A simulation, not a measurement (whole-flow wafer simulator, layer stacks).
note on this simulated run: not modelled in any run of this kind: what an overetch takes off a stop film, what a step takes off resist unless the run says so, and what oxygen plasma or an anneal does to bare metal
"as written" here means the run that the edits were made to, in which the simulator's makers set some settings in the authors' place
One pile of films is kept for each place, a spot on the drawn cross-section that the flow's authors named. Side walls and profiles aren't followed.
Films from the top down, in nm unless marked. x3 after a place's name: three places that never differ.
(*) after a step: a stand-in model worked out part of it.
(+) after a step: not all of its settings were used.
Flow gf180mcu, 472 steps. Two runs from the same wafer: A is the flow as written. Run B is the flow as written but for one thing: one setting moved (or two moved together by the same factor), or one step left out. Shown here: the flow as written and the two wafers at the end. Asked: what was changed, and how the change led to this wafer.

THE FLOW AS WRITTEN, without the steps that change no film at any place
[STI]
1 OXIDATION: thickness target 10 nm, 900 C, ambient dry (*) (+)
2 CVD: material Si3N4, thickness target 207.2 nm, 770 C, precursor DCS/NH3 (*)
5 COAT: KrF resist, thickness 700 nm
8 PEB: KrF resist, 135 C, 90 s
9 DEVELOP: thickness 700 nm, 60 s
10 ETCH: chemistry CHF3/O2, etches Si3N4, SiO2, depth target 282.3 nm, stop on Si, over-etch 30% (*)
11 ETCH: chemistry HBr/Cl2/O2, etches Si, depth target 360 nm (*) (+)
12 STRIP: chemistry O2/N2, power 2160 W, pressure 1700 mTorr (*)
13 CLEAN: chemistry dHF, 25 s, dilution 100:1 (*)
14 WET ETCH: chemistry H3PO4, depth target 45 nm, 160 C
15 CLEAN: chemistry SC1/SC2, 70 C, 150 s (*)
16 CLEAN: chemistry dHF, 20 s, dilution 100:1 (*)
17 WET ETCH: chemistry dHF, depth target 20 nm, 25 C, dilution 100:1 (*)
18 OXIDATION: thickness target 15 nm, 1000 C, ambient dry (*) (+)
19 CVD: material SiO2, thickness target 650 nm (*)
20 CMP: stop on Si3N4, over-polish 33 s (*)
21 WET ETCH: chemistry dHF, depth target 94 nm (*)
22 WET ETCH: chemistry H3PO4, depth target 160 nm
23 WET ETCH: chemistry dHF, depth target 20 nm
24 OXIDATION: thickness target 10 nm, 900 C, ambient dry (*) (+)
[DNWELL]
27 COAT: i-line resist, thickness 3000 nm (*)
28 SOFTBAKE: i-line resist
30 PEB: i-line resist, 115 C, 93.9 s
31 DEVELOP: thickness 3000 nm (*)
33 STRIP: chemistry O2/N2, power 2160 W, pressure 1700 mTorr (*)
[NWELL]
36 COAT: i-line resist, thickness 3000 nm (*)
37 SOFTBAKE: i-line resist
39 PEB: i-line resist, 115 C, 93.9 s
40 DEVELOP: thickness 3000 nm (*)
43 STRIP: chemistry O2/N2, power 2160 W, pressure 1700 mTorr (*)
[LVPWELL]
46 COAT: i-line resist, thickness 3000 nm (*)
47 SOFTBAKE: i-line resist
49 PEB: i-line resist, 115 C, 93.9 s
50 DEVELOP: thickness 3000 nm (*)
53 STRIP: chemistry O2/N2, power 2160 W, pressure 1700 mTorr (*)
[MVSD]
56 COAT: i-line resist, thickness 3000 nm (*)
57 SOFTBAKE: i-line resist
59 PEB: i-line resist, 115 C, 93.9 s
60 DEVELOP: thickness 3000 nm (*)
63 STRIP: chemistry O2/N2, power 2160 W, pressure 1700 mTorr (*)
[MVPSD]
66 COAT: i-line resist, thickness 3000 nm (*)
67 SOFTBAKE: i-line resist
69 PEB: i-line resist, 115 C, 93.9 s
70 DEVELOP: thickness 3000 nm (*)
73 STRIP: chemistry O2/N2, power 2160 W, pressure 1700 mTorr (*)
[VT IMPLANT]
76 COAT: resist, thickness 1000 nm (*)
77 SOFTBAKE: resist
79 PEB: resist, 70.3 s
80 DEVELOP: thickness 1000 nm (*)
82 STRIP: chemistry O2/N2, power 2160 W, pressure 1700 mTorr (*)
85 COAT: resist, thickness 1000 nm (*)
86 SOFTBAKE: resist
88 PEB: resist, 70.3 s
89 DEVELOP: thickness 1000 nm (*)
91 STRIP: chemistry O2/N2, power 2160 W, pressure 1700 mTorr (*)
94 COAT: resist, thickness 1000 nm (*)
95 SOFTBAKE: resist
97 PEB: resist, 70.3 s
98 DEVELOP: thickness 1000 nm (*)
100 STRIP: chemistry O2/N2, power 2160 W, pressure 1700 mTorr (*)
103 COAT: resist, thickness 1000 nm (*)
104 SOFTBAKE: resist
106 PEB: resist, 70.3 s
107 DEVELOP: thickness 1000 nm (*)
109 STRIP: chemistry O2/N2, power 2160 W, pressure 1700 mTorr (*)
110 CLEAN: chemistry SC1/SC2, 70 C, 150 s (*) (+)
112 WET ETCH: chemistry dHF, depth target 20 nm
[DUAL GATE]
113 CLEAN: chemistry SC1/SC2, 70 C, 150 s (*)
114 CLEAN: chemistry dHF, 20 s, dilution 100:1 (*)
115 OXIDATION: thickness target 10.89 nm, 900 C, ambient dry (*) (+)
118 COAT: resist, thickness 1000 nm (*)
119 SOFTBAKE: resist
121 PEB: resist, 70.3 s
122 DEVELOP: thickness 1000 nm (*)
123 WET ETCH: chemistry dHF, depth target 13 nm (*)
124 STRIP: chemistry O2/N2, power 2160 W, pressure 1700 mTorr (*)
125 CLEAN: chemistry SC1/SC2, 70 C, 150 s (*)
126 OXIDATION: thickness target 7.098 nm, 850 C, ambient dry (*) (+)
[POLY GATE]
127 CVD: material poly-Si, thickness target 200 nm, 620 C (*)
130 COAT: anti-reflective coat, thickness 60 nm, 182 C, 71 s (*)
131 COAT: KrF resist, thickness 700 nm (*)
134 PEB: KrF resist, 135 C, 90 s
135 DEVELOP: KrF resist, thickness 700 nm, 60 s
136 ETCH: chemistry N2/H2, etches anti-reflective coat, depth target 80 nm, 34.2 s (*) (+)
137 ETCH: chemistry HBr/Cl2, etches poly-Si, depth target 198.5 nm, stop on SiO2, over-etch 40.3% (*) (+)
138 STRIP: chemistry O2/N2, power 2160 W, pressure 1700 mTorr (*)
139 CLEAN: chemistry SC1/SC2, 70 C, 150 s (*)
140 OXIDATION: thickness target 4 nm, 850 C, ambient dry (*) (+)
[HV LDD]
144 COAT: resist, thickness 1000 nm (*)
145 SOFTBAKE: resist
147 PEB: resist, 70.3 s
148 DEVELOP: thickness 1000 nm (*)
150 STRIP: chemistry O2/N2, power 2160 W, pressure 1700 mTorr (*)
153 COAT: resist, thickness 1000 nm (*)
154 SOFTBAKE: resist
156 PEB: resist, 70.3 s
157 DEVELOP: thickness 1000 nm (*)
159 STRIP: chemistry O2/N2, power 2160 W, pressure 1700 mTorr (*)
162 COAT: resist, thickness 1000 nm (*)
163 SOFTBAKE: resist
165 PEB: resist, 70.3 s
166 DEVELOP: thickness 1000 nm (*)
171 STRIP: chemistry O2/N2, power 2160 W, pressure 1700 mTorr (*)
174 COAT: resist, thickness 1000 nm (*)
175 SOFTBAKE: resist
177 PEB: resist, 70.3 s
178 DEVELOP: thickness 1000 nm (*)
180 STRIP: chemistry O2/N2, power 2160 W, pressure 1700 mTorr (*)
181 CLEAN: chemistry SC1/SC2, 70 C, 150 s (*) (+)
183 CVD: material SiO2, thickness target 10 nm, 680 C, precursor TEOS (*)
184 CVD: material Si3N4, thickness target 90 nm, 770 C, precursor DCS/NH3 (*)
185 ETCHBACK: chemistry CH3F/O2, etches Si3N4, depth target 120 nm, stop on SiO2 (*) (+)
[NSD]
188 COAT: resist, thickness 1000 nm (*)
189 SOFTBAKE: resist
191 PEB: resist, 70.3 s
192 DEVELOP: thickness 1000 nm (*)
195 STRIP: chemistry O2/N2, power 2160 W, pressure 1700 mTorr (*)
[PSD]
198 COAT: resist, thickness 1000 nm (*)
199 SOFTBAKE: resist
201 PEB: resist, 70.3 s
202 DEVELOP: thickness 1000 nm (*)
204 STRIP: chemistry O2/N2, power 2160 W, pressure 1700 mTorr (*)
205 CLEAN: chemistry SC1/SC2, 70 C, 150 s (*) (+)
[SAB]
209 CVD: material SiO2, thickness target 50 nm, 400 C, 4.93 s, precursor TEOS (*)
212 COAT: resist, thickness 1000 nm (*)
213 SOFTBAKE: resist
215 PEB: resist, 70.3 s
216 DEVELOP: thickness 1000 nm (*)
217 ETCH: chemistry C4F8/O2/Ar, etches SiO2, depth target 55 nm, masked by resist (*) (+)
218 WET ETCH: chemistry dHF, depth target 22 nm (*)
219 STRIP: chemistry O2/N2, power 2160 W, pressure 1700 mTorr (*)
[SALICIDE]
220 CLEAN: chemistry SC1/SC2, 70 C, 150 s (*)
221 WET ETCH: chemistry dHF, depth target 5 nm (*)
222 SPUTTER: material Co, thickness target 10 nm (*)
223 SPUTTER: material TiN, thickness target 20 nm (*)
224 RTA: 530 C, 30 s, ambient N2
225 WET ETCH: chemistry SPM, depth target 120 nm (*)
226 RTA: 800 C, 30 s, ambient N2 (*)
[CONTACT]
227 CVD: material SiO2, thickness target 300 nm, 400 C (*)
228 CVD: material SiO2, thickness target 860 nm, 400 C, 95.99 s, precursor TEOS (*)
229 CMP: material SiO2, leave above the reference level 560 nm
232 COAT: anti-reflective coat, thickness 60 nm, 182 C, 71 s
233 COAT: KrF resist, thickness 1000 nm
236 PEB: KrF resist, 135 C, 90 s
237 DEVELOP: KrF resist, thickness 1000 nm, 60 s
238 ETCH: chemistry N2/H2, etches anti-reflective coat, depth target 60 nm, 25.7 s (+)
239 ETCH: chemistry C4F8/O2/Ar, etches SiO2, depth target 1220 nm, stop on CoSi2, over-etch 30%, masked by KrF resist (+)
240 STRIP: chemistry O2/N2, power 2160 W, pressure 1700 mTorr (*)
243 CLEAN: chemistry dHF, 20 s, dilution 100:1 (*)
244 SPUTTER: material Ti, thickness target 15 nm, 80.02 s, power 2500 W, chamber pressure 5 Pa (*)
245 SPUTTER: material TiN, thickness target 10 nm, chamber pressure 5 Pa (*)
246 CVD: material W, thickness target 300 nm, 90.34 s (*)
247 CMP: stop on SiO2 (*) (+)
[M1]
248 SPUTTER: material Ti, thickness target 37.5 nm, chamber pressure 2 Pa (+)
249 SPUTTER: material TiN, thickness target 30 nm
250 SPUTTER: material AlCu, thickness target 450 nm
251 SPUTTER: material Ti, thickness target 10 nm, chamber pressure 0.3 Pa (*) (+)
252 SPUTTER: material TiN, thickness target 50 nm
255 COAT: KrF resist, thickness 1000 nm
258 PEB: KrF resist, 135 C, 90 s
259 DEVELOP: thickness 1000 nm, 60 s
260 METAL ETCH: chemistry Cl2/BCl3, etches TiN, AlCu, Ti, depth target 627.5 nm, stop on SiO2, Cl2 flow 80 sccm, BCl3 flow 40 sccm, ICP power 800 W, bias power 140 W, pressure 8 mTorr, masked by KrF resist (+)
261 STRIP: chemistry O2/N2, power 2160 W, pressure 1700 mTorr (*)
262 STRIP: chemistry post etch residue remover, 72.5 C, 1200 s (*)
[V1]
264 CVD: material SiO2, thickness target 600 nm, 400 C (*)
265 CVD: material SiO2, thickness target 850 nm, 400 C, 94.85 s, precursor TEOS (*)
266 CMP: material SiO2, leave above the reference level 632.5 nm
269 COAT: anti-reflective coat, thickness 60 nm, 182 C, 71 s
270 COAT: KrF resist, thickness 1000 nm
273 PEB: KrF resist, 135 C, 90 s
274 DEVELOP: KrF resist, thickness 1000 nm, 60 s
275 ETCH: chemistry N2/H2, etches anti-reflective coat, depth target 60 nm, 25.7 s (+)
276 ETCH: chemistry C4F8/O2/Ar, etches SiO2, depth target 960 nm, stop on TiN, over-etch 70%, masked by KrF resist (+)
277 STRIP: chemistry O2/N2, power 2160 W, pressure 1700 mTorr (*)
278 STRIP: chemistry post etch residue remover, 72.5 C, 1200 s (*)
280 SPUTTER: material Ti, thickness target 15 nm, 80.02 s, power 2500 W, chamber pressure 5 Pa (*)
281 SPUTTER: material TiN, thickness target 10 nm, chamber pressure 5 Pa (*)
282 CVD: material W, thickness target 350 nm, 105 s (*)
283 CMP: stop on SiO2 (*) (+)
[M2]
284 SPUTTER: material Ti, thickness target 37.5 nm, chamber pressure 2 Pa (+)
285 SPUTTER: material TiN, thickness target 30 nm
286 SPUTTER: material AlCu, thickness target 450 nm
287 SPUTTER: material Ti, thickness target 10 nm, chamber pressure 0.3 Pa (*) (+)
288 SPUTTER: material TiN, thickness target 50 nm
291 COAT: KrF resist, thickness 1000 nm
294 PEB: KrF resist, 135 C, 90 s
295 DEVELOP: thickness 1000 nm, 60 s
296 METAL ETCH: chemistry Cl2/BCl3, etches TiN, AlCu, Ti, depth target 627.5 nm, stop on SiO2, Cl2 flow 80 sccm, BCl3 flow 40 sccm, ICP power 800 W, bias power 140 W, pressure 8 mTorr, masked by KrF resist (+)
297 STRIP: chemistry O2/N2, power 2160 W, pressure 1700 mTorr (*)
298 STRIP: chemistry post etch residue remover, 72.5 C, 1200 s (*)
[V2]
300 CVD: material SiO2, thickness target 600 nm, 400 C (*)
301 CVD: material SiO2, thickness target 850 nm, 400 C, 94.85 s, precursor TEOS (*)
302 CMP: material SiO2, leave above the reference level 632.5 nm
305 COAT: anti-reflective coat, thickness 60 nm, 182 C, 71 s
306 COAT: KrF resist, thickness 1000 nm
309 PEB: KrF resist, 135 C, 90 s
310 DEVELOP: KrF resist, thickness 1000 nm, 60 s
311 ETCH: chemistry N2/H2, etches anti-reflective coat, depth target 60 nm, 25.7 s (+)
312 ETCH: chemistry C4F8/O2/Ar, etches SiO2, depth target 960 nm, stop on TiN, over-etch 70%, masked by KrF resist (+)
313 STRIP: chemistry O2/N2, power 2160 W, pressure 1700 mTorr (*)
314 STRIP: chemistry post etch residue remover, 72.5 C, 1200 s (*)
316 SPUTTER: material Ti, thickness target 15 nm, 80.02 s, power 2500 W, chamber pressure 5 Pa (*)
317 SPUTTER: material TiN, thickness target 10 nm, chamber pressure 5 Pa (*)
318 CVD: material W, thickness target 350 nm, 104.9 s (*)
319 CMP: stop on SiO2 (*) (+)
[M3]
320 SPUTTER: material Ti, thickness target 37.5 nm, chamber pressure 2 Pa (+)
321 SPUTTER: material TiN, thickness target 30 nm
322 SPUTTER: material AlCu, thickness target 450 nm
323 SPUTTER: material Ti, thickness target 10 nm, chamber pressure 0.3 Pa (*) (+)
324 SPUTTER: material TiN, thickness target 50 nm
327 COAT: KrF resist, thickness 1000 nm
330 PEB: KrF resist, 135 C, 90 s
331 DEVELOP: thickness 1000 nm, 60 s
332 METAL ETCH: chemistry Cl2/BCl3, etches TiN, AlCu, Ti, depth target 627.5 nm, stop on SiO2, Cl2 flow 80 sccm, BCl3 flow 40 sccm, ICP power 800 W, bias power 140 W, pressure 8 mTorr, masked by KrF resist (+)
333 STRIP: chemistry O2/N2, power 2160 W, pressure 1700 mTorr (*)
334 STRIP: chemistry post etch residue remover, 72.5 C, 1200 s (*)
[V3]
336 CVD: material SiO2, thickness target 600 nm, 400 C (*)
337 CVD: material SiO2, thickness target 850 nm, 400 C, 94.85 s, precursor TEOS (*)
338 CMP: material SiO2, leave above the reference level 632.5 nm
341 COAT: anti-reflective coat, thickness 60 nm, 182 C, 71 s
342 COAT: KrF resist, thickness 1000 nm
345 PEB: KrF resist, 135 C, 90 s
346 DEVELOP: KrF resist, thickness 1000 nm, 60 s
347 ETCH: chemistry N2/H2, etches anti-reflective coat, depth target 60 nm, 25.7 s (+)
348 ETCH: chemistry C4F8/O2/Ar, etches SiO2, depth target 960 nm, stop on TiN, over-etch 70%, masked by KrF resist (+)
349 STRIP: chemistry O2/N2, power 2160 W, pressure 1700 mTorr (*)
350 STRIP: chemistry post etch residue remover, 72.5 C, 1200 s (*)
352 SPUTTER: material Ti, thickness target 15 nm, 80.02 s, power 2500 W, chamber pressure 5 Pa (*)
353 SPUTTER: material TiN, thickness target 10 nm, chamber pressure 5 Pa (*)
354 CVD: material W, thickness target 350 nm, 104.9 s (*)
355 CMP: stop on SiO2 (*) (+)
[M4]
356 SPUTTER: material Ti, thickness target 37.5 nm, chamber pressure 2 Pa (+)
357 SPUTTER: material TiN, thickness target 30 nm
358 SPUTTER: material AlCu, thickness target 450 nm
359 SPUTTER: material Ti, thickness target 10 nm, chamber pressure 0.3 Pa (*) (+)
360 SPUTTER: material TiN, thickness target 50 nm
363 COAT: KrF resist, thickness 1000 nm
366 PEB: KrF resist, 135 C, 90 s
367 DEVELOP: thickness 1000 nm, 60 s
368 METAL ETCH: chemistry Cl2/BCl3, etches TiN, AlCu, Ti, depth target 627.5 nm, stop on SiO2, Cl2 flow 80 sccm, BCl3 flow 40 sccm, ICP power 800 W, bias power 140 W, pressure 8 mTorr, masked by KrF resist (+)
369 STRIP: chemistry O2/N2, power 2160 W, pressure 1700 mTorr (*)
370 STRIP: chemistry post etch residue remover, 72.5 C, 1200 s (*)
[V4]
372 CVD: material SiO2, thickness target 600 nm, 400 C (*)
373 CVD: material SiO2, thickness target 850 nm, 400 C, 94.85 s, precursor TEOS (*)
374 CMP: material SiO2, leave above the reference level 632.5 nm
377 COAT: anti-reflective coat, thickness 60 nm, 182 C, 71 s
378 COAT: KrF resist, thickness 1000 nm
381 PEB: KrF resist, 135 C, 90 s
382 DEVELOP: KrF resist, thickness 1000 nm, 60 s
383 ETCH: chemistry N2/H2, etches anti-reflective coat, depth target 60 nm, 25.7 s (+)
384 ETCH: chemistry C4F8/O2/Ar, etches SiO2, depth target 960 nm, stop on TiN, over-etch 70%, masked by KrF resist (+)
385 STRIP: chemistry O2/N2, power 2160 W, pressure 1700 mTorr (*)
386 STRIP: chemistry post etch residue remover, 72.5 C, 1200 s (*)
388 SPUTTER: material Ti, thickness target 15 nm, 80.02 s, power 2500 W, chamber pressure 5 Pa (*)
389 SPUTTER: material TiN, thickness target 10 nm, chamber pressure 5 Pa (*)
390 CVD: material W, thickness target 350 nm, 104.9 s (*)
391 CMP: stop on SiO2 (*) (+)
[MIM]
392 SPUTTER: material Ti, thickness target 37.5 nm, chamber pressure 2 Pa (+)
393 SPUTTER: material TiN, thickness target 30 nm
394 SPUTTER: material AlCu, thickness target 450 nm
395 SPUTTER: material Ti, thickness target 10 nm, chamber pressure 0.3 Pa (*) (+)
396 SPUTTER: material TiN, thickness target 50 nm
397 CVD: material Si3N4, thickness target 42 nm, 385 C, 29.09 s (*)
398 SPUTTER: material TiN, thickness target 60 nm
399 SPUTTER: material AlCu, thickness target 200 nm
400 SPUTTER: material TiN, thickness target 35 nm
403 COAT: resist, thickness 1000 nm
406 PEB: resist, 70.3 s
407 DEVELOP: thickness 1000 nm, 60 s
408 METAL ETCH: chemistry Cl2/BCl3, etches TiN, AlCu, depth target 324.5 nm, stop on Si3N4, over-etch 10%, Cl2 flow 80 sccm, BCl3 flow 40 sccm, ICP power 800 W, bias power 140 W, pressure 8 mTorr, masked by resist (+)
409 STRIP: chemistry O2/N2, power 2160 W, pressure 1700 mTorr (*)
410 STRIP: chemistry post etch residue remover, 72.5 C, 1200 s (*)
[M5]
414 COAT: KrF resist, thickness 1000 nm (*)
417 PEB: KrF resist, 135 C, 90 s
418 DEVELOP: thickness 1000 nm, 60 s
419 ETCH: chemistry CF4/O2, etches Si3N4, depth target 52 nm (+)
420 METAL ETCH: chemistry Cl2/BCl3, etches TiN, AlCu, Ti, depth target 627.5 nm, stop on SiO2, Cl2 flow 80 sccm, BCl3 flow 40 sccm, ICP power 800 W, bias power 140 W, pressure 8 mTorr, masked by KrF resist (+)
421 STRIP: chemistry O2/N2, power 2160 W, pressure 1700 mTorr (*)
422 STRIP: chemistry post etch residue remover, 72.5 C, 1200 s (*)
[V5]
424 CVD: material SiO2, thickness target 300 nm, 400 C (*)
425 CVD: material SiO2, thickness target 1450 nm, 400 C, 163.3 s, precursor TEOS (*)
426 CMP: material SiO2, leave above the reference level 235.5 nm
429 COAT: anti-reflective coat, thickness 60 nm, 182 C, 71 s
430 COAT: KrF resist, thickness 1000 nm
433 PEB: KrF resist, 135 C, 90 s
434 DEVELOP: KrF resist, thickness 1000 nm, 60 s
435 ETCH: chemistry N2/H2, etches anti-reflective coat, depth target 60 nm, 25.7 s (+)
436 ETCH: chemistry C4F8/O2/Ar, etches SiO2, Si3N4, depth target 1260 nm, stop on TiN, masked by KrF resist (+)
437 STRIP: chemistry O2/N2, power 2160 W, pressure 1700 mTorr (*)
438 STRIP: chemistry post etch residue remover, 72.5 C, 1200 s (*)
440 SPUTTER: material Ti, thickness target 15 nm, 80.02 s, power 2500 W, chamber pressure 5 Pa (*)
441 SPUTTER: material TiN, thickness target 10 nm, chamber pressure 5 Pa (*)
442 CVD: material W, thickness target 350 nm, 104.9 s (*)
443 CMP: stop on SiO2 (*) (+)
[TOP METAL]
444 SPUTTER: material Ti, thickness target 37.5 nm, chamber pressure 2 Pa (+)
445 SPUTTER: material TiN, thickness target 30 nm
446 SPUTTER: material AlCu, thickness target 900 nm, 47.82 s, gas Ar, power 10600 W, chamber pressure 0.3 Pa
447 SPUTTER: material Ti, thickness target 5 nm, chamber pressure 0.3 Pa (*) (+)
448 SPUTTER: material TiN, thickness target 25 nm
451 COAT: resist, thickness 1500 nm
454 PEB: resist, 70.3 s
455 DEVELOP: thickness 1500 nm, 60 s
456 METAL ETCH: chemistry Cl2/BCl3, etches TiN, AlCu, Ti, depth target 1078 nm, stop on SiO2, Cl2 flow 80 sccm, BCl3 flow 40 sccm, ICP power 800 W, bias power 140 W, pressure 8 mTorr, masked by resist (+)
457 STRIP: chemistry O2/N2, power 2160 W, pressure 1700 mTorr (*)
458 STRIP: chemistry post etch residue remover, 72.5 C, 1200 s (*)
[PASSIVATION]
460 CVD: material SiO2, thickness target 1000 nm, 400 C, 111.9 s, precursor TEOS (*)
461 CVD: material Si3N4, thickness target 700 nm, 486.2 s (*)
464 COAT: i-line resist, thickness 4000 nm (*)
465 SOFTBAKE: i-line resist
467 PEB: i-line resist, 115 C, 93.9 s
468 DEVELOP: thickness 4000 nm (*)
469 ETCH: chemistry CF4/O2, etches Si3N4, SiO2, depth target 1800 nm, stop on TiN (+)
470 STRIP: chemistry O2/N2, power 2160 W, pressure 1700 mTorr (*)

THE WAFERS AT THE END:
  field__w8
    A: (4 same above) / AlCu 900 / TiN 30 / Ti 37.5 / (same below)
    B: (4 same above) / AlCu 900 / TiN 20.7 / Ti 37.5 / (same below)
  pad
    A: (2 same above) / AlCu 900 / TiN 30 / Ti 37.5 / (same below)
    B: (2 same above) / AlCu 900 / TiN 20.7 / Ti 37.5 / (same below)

The cause: step 445, SPUTTER: thickness target 20.7 nm was run, where the flow has thickness target 30 nm.
It can be read off the wafer: field__w8 has TiN 20.7, and step 445 as written asks for 30 nm.

How the change led to this, step by step:
  445 SPUTTER: material TiN, thickness target 30 nm
      field, field__w1, field__w2 and 109 more: A TiN +30 (new film) | B TiN +20.7 (new film)
  456 METAL ETCH: chemistry Cl2/BCl3, etches TiN, AlCu, Ti, depth target 1078 nm, stop on SiO2, Cl2 flow 80 sccm, BCl3 flow 40 sccm, ICP power 800 W, bias power 140 W, pressure 8 mTorr, masked by resist (+)
      field, field__w1, field__w2 and 103 more: A TiN -25 (all of it), Ti -5 (all of it), AlCu -900 (all of it), TiN -30 (all of it), Ti -37.5 (all of it) | B TiN -25 (all of it), Ti -5 (all of it), AlCu -900 (all of it), TiN -20.7 (all of it), Ti -37.5 (all of it)
